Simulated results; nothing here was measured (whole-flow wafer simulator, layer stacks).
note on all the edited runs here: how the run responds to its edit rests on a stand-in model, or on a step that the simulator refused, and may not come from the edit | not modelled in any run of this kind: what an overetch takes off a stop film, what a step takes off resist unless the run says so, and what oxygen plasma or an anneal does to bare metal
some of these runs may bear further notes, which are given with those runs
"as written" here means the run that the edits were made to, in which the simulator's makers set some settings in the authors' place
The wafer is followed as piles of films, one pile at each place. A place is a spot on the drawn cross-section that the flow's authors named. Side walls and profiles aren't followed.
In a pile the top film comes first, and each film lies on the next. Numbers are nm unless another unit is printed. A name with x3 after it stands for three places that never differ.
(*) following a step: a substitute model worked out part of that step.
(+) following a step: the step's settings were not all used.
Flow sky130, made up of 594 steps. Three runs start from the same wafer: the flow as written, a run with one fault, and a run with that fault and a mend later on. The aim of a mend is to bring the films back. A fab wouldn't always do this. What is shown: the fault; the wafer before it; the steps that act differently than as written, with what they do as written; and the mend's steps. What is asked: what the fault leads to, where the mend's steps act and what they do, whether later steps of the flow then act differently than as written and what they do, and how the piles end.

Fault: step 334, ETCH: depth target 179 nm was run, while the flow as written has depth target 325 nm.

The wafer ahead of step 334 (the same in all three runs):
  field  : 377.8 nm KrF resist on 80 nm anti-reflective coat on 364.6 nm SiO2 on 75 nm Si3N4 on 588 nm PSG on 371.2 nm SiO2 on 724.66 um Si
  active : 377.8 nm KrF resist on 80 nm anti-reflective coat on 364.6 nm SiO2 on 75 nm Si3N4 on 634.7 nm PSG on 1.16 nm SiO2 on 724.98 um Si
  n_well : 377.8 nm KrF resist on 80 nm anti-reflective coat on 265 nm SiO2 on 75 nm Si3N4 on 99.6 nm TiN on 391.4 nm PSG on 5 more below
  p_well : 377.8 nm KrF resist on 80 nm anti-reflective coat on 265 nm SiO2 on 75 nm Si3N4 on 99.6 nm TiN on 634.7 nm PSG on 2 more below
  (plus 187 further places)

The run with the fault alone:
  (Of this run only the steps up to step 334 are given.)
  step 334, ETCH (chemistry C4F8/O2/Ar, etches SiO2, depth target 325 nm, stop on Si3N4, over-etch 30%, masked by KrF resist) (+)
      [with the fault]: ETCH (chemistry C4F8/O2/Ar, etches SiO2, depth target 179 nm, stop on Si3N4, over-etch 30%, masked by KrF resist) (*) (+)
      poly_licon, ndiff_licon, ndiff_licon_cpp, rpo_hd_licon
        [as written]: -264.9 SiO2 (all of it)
        [with the fault]: -179 SiO2
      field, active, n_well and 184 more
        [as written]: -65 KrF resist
        [with the fault]: -35.8 KrF resist
  Once step 334 is done, the piles at field, active, n_well and 188 more depart from the flow's by more than 2% or 0.5 nm, whichever is larger.
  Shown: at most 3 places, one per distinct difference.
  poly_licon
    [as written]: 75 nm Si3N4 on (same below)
    [with the fault]: 85.9 nm SiO2 on 75 nm Si3N4 on (same below)
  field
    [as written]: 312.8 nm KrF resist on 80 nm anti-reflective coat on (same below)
    [with the fault]: 342 nm KrF resist on 80 nm anti-reflective coat on (same below)

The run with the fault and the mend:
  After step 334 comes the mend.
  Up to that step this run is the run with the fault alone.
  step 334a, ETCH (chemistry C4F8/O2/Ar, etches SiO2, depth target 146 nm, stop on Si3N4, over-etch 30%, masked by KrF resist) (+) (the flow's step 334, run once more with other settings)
      field, active, n_well and 184 more
        -29.2 KrF resist
      poly_licon, ndiff_licon, ndiff_licon_cpp, rpo_hd_licon
        -85.9 SiO2 (all of it)
  None of the later steps of the flow acts differently than as written at any place that is followed.
  The piles end the same as the flow's at every place that both follow.
